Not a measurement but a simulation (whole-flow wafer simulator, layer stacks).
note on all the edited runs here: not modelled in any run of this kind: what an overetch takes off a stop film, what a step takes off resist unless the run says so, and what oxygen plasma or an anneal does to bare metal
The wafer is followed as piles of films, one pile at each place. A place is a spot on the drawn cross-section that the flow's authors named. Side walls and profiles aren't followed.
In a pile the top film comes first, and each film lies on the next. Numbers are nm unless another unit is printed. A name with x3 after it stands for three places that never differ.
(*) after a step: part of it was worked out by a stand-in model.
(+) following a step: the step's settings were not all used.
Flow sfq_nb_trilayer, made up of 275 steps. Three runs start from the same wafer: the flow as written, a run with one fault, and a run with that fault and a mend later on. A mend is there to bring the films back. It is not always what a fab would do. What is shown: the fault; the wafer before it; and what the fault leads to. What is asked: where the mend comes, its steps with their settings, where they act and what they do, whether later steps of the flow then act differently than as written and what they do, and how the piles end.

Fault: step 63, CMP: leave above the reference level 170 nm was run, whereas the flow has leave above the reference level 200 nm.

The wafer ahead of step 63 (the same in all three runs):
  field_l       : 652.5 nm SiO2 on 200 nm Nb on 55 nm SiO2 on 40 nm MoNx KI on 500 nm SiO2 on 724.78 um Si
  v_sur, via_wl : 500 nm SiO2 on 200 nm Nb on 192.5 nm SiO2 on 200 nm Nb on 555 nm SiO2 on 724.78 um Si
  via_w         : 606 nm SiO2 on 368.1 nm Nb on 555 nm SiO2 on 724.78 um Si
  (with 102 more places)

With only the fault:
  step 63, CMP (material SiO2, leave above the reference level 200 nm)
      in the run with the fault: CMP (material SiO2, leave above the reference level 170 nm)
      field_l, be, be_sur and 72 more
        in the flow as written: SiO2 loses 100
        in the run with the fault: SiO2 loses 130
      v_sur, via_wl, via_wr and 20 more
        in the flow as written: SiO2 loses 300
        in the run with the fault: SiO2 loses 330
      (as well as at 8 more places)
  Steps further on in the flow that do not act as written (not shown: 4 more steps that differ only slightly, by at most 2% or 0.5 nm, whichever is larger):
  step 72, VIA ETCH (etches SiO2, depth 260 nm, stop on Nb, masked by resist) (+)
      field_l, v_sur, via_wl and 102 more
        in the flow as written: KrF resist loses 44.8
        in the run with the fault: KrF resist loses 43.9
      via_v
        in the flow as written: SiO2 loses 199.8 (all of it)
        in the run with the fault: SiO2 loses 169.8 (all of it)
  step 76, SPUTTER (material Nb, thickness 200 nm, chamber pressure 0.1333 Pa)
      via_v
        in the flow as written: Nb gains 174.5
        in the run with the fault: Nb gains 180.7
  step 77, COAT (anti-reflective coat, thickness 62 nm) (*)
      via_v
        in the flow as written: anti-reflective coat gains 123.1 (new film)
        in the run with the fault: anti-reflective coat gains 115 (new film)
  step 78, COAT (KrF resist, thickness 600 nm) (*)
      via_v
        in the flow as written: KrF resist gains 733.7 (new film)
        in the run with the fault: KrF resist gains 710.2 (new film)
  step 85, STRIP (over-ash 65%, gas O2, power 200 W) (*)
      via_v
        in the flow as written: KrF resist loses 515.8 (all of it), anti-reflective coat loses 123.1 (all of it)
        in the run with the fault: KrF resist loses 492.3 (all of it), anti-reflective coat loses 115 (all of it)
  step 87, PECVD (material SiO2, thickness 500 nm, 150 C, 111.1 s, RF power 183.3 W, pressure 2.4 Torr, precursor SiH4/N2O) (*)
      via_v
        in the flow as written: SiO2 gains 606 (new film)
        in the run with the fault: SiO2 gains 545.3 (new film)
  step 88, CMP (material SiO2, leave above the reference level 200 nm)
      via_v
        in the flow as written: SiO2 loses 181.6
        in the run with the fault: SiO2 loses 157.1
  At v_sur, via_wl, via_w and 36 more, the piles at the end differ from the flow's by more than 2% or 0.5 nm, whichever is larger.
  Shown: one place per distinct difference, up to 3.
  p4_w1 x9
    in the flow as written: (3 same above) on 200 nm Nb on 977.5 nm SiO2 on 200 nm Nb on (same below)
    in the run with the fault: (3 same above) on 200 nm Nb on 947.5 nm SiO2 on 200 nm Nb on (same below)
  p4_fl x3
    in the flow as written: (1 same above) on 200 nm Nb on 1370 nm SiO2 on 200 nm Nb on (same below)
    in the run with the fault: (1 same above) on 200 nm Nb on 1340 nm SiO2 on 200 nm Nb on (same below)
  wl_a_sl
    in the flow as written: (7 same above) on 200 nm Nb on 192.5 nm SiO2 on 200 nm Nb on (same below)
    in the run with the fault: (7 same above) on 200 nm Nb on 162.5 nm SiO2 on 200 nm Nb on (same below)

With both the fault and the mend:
  After step 70 comes the mend.
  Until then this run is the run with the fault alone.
  step 70a, STRIP (over-ash 65%, gas O2, power 200 W) (*)
      field_l, v_sur, via_wl and 102 more
        KrF resist loses 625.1 (all of it), anti-reflective coat loses 62 (all of it)
      via_v
        anti-reflective coat loses 62 (all of it)
  step 70b, PECVD (material SiO2, thickness 30 nm, 150 C, 6.667 s, RF power 183.3 W, pressure 2.4 Torr, precursor SiH4/N2O) (a further turn of the flow's step 62, with different settings)
      field_l, v_sur, via_wl and 103 more
        SiO2 gains 30
  step 70c, COAT (anti-reflective coat, thickness 62 nm) (a further turn of the flow's step 65)
      field_l, v_sur, via_wl and 103 more
        anti-reflective coat gains 62 (new film)
  step 70d, COAT (KrF resist, thickness 650 nm) (a further turn of the flow's step 66)
      field_l, v_sur, via_wl and 103 more
        KrF resist gains 650 (new film)
  step 70e, SOFTBAKE (KrF resist) (a further turn of the flow's step 67)
      leaves every film unchanged at each place that is followed
  step 70f, EXPOSE (photomask I1, dose 11.91 mJ/cm2, NA 0.6, wavelength 248 nm) (*) (a further turn of the flow's step 68)
      leaves every film unchanged at each place that is followed
  step 70g, PEB (KrF resist, 90 s) (a further turn of the flow's step 69)
      field_l, v_sur, via_wl and 103 more
        KrF resist loses 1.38
  step 70h, DEVELOP (KrF resist, thickness 650 nm, 60 s) (a further turn of the flow's step 70)
      field_l, v_sur, via_wl and 102 more
        KrF resist loses 23.5
      via_v
        KrF resist loses 648.6 (all of it)
  Later steps of the flow that are run all act as written at every place that is followed, up to a difference of at most 2% or 0.5 nm, whichever is larger.
  When the end is reached, the piles differ only a little from the flow's at the places that both follow, at most by 2% or 0.5 nm, whichever is larger.
